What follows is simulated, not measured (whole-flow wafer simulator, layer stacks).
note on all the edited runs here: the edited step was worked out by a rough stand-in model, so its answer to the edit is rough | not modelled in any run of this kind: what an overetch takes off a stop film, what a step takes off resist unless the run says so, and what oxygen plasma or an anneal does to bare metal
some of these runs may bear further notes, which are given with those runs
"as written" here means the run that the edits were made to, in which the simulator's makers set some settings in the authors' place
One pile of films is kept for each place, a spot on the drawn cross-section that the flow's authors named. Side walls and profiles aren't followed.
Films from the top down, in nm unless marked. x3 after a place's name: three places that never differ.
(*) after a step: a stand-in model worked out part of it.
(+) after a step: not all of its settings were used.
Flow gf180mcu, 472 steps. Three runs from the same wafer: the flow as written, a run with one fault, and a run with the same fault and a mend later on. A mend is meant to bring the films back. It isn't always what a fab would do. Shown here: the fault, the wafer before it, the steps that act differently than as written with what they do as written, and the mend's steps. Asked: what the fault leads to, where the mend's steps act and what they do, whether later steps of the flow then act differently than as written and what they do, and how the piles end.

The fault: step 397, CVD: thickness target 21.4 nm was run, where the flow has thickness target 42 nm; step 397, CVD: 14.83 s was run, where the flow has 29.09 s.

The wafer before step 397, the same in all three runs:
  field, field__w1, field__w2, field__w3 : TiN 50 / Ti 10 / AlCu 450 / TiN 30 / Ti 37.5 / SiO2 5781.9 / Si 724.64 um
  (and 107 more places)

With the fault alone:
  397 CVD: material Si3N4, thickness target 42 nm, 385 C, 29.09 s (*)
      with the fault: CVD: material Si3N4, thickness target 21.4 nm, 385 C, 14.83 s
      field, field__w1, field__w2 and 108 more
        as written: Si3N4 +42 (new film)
        with the fault: Si3N4 +21.5 (new film)
  Later steps of the flow that act differently than as written (5 more steps differ only slightly, by at most 2% or 0.5 nm, whichever is larger, and aren't shown):
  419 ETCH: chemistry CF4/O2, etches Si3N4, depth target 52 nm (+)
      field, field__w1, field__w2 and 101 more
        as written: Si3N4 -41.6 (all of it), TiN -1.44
        with the fault: Si3N4 -21.1 (all of it), TiN -1.46
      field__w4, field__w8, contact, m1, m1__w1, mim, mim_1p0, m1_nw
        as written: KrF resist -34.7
        with the fault: KrF resist -21.1
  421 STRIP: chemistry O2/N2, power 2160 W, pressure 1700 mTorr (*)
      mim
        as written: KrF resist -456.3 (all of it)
        with the fault: KrF resist -469.9 (all of it)
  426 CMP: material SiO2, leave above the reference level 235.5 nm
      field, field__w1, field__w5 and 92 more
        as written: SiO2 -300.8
        with the fault: SiO2 -321.4
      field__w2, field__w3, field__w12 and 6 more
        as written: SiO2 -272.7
        with the fault: SiO2 -294.2
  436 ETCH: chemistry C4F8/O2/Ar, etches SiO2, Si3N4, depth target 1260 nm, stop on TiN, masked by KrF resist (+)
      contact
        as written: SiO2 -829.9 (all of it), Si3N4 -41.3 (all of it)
        with the fault: SiO2 -829.9 (all of it), Si3N4 -20.7 (all of it)
  At the end the piles differ from the flow's by more than 2% or 0.5 nm, whichever is larger, at field__w4, field__w8, contact, m1, m1__w1, mim, mim_1p0, m1_nw.
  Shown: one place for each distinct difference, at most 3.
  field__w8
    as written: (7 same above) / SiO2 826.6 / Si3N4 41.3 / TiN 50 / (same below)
    with the fault: (7 same above) / SiO2 826.6 / Si3N4 20.7 / TiN 50 / (same below)
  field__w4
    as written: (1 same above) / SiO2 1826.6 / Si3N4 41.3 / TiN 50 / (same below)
    with the fault: (1 same above) / SiO2 1826.6 / Si3N4 20.7 / TiN 50 / (same below)
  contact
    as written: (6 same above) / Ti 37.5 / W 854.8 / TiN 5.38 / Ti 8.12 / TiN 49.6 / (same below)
    with the fault: (6 same above) / Ti 37.5 / W 834.1 / TiN 5.44 / Ti 8.22 / TiN 49.6 / (same below)

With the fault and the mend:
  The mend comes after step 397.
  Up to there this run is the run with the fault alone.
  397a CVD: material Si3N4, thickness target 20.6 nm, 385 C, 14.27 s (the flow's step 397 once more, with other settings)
      field, field__w1, field__w2 and 108 more
        Si3N4 +20.6
  No later step of the flow acts differently than as written, at any place that is followed, by more than 2% or 0.5 nm, whichever is larger.
  At the end the piles differ from the flow's only slightly at the places that both follow, by at most 2% or 0.5 nm, whichever is larger.
